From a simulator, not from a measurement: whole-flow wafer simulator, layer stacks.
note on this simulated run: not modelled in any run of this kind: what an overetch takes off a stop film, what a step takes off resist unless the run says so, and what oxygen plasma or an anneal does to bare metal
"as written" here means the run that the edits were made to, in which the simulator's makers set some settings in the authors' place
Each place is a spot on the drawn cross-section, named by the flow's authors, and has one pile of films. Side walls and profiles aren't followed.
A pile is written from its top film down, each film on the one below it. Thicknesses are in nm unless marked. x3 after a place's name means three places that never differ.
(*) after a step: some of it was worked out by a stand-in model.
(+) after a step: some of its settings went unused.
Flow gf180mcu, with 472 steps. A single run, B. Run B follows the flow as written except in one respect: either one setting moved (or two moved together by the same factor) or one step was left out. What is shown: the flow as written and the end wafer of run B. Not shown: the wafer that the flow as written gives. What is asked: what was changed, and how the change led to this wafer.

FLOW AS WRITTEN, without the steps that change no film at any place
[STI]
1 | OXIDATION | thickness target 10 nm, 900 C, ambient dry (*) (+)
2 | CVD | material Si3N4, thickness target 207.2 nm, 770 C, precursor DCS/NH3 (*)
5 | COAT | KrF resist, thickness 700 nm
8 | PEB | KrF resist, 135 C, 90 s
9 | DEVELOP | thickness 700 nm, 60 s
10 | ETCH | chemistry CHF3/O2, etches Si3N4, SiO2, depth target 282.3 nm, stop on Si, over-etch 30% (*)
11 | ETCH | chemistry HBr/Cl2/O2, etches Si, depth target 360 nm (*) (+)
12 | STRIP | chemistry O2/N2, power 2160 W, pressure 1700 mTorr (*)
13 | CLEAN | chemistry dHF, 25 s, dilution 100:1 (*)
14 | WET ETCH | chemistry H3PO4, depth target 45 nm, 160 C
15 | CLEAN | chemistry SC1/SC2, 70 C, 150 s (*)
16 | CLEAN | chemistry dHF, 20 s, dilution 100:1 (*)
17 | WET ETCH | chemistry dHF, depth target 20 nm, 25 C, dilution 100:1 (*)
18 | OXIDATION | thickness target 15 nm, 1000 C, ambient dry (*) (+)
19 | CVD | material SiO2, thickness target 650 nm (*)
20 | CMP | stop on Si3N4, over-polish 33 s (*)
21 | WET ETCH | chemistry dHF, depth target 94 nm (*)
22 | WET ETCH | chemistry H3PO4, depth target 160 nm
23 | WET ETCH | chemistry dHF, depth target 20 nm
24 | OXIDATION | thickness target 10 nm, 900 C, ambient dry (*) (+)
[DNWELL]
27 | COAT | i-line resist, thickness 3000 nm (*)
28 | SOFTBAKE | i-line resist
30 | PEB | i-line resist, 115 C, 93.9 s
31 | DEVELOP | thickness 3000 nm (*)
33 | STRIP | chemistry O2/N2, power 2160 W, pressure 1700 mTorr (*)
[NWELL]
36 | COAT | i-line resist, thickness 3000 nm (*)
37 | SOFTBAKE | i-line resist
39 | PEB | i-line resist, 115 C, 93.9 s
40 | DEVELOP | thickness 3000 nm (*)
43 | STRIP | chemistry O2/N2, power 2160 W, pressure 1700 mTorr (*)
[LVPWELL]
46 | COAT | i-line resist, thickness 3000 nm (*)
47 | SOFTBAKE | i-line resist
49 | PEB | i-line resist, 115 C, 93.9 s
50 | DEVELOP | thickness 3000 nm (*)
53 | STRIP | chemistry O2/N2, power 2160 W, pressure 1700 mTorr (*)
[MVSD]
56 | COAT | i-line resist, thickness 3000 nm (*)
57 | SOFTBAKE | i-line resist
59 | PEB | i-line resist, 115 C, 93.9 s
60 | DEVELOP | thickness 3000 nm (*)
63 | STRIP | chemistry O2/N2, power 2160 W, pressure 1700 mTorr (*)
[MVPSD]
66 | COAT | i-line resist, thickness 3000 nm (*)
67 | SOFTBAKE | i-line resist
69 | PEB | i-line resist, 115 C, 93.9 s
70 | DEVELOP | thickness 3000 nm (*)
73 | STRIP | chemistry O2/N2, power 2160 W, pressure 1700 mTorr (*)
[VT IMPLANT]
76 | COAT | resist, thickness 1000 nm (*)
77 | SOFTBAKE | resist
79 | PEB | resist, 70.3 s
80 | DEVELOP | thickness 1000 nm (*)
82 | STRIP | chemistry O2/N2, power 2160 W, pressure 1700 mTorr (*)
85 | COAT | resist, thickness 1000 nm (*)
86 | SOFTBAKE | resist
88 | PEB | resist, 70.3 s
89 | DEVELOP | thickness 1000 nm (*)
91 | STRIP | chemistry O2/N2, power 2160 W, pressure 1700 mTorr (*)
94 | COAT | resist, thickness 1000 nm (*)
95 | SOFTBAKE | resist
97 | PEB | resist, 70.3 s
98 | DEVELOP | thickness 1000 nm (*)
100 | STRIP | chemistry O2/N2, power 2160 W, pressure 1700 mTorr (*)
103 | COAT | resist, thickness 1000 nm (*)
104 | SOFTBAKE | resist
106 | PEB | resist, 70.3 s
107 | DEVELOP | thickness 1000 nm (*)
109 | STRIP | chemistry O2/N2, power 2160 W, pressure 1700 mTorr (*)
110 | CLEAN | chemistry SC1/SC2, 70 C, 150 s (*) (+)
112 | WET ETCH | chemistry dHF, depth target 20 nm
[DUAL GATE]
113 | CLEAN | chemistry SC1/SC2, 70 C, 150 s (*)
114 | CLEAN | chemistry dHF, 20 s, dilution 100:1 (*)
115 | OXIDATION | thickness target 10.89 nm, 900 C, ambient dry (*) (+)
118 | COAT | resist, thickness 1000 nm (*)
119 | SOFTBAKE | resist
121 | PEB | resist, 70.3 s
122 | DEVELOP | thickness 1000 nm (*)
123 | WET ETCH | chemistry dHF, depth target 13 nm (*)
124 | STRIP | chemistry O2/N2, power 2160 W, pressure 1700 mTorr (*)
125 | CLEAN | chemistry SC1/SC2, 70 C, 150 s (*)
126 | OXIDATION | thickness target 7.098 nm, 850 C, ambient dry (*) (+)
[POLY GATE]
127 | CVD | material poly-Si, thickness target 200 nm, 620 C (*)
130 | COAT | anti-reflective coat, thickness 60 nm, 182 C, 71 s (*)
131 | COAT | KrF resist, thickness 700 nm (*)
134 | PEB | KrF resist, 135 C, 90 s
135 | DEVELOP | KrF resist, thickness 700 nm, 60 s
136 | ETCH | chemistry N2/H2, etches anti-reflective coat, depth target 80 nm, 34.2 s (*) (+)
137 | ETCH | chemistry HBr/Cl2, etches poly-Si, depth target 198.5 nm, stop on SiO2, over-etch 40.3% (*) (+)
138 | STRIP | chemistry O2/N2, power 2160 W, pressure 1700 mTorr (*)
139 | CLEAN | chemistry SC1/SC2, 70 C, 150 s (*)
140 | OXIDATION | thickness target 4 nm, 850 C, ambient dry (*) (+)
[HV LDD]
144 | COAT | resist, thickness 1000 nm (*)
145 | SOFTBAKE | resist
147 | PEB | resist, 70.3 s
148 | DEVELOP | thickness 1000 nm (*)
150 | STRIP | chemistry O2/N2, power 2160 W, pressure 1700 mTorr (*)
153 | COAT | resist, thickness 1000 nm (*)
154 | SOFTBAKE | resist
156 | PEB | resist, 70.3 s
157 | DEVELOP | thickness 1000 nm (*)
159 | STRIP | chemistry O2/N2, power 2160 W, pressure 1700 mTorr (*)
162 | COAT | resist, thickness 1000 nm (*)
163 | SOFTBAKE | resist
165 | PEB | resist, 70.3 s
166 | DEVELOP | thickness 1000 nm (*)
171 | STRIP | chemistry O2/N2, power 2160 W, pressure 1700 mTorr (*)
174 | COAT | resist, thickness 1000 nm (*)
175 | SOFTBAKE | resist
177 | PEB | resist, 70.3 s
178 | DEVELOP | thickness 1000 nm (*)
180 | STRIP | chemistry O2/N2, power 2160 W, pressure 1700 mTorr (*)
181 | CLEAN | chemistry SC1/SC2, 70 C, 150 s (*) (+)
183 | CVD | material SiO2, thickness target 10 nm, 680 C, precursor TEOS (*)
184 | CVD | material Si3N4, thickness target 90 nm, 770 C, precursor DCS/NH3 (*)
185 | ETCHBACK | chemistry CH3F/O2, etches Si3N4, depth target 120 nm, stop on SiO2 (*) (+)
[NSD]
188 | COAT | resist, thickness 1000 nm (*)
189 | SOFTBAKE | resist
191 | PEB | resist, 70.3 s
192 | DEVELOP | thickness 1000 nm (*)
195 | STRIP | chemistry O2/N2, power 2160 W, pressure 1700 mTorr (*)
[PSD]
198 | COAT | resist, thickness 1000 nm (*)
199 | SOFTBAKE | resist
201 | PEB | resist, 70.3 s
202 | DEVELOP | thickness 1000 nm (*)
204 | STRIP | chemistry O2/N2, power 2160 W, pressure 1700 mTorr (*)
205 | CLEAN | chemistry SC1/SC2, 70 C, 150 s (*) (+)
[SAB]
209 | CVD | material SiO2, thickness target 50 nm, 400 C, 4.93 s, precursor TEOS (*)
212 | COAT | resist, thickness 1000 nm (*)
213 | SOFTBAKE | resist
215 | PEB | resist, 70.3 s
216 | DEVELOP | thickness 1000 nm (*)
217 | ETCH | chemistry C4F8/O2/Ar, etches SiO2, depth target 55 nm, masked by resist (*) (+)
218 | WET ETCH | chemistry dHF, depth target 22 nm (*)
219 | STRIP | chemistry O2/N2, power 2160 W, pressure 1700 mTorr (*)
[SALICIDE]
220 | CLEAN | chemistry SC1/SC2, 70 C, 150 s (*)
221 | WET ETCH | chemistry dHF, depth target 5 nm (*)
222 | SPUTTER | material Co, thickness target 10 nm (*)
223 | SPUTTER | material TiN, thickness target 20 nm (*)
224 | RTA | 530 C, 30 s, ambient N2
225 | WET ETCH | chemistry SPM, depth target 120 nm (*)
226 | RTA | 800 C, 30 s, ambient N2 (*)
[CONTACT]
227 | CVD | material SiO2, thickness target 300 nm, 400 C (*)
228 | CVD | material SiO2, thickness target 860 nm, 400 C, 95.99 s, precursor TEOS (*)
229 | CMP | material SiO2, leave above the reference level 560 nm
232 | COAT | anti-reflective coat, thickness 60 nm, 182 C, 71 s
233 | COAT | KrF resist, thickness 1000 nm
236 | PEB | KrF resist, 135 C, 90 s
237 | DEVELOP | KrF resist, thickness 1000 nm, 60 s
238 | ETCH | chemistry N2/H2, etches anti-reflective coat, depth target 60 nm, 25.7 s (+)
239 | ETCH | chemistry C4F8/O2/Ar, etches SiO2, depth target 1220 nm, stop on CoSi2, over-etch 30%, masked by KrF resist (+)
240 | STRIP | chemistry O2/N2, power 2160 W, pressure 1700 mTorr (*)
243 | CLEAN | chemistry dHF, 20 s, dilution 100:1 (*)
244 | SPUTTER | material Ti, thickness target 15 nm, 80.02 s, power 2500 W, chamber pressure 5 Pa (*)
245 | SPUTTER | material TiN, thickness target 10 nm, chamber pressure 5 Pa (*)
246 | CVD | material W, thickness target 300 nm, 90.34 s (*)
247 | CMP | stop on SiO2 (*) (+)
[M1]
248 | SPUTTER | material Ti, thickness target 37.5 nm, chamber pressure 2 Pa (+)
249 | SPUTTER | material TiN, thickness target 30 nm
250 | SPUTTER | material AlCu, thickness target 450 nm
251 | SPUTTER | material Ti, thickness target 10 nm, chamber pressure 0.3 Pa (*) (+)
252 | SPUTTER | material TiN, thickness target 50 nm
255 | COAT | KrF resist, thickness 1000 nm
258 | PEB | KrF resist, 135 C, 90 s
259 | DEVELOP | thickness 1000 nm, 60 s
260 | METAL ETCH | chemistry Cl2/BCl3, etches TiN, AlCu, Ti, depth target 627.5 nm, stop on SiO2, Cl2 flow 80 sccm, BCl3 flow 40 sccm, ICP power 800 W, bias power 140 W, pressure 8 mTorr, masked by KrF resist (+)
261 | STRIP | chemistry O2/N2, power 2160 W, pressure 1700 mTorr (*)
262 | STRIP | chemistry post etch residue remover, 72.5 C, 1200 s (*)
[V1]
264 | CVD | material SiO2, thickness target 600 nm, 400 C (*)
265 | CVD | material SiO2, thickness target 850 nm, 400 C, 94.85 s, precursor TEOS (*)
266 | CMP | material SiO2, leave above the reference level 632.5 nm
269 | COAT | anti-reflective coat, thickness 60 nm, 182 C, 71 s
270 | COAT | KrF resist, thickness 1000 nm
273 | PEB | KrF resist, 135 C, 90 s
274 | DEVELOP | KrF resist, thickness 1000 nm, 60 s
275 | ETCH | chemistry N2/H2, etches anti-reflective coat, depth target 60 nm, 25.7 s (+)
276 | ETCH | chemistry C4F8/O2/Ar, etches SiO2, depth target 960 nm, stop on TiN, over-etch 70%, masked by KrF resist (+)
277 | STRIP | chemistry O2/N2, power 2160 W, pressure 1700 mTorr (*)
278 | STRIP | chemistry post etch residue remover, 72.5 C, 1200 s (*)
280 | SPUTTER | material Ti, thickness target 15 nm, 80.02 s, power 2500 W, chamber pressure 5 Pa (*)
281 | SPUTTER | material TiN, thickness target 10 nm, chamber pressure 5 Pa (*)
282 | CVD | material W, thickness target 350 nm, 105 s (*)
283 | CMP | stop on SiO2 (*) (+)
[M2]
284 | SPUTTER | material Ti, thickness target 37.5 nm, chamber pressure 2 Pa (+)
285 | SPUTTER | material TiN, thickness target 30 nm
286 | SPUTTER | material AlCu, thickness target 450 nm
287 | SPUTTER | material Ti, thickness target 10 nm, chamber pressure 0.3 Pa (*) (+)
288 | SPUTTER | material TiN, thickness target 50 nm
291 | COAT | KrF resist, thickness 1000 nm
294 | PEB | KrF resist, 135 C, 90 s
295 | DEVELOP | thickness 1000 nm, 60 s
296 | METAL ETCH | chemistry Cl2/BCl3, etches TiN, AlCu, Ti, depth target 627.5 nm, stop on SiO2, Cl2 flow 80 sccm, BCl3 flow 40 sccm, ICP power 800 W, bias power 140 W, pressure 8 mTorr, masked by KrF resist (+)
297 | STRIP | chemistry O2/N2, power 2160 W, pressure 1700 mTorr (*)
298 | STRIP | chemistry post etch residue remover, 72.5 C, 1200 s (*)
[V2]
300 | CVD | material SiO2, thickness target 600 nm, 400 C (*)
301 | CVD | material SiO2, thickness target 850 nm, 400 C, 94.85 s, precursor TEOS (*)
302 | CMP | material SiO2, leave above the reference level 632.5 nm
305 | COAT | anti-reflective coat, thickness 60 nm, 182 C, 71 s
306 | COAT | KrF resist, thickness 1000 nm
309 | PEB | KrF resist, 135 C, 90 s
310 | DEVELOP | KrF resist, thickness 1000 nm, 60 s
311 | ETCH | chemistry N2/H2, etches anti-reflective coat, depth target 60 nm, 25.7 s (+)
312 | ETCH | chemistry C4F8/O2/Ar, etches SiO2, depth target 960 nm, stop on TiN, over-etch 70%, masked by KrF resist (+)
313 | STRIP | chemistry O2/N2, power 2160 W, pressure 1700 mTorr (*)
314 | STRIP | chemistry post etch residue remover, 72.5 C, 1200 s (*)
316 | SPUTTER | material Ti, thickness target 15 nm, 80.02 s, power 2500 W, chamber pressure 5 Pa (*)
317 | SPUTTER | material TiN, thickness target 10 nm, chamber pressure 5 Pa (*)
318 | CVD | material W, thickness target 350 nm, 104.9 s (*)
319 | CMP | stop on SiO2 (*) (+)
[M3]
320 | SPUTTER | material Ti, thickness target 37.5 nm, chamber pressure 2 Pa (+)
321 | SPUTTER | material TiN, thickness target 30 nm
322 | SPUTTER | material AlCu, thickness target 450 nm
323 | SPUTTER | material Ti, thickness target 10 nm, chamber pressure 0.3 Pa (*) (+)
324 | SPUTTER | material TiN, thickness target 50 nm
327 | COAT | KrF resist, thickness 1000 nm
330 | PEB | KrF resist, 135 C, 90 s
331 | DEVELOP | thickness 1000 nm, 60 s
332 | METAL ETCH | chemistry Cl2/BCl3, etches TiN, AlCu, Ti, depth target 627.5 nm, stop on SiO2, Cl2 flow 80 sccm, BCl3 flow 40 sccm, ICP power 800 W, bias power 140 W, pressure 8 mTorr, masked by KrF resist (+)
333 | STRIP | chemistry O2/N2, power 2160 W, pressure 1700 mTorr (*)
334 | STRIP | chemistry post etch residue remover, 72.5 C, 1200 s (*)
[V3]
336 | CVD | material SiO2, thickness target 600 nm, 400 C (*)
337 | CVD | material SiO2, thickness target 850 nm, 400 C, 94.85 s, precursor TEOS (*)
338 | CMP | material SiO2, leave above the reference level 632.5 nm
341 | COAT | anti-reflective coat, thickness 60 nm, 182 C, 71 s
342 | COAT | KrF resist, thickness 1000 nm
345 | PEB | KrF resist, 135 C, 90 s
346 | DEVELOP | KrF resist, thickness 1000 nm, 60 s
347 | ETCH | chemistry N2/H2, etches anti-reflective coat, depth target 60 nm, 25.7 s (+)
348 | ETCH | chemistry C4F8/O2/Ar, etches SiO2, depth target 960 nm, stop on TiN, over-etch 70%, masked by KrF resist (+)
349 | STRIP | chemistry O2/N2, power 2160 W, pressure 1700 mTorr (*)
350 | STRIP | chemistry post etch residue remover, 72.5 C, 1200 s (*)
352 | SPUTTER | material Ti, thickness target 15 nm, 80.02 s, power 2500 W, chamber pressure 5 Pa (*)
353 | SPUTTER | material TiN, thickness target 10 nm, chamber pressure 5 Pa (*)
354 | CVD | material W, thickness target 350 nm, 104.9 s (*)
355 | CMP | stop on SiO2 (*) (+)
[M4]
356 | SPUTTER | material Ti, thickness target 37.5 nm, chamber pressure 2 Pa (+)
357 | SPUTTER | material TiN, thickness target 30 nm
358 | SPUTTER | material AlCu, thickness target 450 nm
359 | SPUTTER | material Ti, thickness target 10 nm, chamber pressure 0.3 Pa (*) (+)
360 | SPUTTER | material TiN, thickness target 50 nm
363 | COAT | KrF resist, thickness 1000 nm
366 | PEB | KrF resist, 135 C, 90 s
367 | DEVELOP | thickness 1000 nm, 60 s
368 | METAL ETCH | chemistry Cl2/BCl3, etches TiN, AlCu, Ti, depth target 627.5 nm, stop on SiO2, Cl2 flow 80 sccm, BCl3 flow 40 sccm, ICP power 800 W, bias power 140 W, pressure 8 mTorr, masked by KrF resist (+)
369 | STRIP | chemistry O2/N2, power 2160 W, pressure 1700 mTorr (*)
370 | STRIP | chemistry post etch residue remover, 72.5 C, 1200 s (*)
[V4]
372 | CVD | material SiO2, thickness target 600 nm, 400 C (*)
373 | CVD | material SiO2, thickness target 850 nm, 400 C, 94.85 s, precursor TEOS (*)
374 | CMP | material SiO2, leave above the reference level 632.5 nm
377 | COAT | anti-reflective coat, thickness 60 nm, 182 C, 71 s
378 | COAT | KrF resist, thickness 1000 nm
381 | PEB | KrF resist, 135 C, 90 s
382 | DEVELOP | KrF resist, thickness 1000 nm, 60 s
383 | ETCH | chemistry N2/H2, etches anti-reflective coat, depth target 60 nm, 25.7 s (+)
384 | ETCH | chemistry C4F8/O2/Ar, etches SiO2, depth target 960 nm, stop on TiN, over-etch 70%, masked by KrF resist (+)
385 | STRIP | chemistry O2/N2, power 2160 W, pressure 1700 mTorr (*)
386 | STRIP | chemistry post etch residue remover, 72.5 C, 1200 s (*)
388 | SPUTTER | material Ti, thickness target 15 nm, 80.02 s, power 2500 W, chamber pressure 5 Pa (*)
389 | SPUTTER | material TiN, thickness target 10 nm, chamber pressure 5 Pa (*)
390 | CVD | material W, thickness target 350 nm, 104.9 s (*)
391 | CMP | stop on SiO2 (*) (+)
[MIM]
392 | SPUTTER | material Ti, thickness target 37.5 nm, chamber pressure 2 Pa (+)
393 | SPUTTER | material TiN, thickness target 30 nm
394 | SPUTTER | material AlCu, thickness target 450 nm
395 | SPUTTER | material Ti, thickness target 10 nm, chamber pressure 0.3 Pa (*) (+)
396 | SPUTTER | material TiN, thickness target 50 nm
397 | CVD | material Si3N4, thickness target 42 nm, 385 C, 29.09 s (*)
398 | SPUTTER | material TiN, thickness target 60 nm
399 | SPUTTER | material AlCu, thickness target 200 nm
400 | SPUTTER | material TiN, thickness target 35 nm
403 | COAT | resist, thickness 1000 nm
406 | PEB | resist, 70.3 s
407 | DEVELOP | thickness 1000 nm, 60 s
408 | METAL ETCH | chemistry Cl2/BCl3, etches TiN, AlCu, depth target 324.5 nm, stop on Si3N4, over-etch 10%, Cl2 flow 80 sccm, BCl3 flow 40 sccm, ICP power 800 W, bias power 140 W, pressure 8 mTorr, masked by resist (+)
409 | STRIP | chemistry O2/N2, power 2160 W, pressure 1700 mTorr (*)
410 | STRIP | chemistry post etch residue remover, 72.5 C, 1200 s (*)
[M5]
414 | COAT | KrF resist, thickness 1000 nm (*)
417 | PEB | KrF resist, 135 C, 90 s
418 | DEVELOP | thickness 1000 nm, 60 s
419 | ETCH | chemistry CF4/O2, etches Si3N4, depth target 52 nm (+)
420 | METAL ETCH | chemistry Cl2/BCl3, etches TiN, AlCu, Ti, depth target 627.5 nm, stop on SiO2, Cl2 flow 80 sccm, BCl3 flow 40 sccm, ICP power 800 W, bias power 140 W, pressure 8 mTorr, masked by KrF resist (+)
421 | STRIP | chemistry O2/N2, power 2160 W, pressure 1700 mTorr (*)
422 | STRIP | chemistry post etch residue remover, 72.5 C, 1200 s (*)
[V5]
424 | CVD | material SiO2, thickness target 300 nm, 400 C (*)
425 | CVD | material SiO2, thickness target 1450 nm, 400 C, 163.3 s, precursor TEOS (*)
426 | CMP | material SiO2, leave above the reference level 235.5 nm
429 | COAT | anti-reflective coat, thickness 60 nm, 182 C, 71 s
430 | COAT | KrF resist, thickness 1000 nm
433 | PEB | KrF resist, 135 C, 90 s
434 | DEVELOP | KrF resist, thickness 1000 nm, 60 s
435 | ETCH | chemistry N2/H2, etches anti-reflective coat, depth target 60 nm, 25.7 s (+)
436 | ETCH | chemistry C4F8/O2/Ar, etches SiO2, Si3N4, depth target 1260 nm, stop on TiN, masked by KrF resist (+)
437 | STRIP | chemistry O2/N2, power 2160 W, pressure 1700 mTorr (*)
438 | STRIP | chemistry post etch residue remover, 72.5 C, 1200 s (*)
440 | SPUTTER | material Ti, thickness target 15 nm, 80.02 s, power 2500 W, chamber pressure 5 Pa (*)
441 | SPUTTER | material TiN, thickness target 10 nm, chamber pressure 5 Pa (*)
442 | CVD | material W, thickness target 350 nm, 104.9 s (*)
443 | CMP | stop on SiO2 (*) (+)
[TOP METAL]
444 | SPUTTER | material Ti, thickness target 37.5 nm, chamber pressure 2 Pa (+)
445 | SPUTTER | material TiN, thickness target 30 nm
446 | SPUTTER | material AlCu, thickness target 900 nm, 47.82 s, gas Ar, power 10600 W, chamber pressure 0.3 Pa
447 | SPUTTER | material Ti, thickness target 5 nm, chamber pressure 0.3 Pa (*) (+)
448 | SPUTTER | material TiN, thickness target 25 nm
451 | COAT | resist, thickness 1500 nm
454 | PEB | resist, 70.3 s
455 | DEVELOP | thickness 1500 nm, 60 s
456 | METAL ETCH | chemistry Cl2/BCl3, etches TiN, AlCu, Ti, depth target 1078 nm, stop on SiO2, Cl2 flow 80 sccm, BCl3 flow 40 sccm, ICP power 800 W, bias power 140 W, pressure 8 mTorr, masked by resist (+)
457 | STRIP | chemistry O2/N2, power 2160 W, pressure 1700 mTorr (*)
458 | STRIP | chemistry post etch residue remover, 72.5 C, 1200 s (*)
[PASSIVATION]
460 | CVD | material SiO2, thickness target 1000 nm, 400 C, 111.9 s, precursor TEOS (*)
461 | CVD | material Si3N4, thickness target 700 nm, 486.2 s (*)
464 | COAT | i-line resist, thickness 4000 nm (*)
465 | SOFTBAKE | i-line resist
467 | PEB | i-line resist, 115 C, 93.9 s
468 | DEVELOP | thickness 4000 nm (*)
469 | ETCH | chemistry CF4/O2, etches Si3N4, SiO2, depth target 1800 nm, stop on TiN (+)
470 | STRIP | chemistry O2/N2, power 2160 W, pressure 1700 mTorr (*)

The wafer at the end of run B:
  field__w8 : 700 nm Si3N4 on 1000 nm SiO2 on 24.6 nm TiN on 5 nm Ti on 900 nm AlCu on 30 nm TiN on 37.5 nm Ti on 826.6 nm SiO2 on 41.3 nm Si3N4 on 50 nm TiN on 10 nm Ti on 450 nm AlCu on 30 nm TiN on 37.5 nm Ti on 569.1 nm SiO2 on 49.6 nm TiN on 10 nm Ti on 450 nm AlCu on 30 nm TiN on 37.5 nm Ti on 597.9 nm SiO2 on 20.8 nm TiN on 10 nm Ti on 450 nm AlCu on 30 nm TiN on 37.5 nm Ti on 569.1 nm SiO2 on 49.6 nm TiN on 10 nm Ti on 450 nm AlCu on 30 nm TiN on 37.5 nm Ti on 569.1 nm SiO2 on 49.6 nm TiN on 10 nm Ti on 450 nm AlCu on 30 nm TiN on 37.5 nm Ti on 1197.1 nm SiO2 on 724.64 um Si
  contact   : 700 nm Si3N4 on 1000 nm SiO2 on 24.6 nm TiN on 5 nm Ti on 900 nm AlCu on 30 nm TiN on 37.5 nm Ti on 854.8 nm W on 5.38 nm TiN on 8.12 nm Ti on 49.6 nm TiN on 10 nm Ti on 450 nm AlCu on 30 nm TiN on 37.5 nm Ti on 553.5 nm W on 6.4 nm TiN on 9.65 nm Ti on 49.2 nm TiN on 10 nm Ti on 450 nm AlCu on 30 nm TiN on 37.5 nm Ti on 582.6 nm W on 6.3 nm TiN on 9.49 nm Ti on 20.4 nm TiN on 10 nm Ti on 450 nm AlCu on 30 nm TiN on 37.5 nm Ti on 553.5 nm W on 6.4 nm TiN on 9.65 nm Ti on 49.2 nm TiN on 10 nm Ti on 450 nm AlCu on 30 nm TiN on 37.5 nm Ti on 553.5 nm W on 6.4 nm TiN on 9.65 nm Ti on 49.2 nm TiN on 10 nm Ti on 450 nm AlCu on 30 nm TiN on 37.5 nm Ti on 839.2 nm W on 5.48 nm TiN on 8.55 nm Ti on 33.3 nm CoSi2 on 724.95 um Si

The reason: step 324, SPUTTER: thickness target 21.2 nm was run, whereas the flow has thickness target 50 nm.

Step by step, how the change led to this:
  324 | SPUTTER | material TiN, thickness target 50 nm
      field, field__w1, field__w2 and 108 more: +21.2 TiN (new film) (in the flow as written it would be: +50 TiN (new film))
  332 | METAL ETCH | chemistry Cl2/BCl3, etches TiN, AlCu, Ti, depth target 627.5 nm, stop on SiO2, Cl2 flow 80 sccm, BCl3 flow 40 sccm, ICP power 800 W, bias power 140 W, pressure 8 mTorr, masked by KrF resist (+)
      field, field__w1, field__w2 and 103 more: -21.2 TiN (all of it), -10 Ti (all of it), -450 AlCu (all of it), -30 TiN (all of it), -37.5 Ti (all of it) (in the flow as written it would be: -50 TiN (all of it), -10 Ti (all of it), -450 AlCu (all of it), -30 TiN (all of it), -37.5 Ti (all of it))
  338 | CMP | material SiO2, leave above the reference level 632.5 nm
      field__w8, contact, m1, m1__w1, m1_nw: -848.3 SiO2 (in the flow as written it would be: -877.1 SiO2)
  348 | ETCH | chemistry C4F8/O2/Ar, etches SiO2, depth target 960 nm, stop on TiN, over-etch 70%, masked by KrF resist (+)
      contact: -601.3 SiO2 (all of it) (in the flow as written it would be: -572.5 SiO2 (all of it))
  354 | CVD | material W, thickness target 350 nm, 104.9 s (*)
      contact: +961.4 W (new film) (in the flow as written it would be: +932.3 W (new film))
